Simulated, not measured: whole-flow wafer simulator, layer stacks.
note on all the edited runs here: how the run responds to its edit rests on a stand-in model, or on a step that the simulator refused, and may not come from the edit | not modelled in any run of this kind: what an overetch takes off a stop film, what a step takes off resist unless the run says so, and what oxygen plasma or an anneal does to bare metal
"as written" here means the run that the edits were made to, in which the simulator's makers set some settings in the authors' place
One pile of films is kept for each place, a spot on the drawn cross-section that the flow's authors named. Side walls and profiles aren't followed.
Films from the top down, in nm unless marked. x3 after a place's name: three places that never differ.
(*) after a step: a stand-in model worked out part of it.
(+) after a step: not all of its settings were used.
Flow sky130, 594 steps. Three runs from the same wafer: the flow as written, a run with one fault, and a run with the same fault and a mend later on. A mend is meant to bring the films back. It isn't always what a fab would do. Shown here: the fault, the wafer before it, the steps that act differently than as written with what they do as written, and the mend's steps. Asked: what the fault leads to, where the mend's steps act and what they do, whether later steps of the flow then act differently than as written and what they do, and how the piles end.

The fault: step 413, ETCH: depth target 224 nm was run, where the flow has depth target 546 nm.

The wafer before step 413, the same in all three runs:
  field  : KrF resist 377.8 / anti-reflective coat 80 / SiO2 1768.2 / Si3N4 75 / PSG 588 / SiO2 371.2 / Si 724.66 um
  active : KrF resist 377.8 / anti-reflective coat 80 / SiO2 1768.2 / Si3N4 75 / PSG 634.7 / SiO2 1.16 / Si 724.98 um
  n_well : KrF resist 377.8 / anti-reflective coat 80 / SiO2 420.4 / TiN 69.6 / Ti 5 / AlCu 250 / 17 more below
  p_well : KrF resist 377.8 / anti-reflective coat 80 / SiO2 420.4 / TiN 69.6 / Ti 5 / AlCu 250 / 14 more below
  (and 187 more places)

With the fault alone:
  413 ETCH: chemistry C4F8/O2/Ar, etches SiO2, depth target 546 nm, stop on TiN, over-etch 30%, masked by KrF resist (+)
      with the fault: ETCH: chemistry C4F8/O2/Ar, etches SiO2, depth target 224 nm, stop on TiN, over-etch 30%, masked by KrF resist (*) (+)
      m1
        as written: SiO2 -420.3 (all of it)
        with the fault: SiO2 -224
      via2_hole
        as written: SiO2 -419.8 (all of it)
        with the fault: SiO2 -224
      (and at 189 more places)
  Later steps of the flow that act differently than as written (1 more step differs only slightly, by at most 2% or 0.5 nm, whichever is larger, and isn't shown):
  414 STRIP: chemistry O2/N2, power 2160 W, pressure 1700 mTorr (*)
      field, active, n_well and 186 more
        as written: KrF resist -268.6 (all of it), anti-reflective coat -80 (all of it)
        with the fault: KrF resist -333 (all of it), anti-reflective coat -80 (all of it)
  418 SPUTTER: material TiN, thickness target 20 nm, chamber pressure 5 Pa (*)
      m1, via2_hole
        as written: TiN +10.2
        with the fault: TiN +13.1 (new film)
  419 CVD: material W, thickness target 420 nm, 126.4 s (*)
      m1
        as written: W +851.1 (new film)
        with the fault: W +651.5 (new film)
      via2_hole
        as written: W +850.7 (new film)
        with the fault: W +651.5 (new film)
  At the end the piles differ from the flow's by more than 2% or 0.5 nm, whichever is larger, at m1, via2_hole.
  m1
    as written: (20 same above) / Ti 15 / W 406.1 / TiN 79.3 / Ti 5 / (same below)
    with the fault: (20 same above) / Ti 15 / W 206.5 / TiN 13.1 / SiO2 196.3 / TiN 69.6 / Ti 5 / (same below)
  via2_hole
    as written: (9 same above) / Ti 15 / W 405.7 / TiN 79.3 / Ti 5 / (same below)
    with the fault: (9 same above) / Ti 15 / W 206.5 / TiN 13.1 / SiO2 195.8 / TiN 69.6 / Ti 5 / (same below)

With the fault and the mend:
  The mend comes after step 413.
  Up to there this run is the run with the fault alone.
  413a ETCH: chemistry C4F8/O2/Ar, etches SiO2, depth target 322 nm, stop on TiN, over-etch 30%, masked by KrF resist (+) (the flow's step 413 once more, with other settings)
      field, active, n_well and 186 more
        KrF resist -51
      m1
        SiO2 -196.3 (all of it)
      via2_hole
        SiO2 -195.8 (all of it)
  Later steps of the flow that act differently than as written:
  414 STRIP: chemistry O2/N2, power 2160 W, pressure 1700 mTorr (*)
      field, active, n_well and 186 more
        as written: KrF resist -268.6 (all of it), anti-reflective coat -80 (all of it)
        with the mend: KrF resist -282 (all of it), anti-reflective coat -80 (all of it)
  At the end the piles are the same as the flow's at every place that both follow.
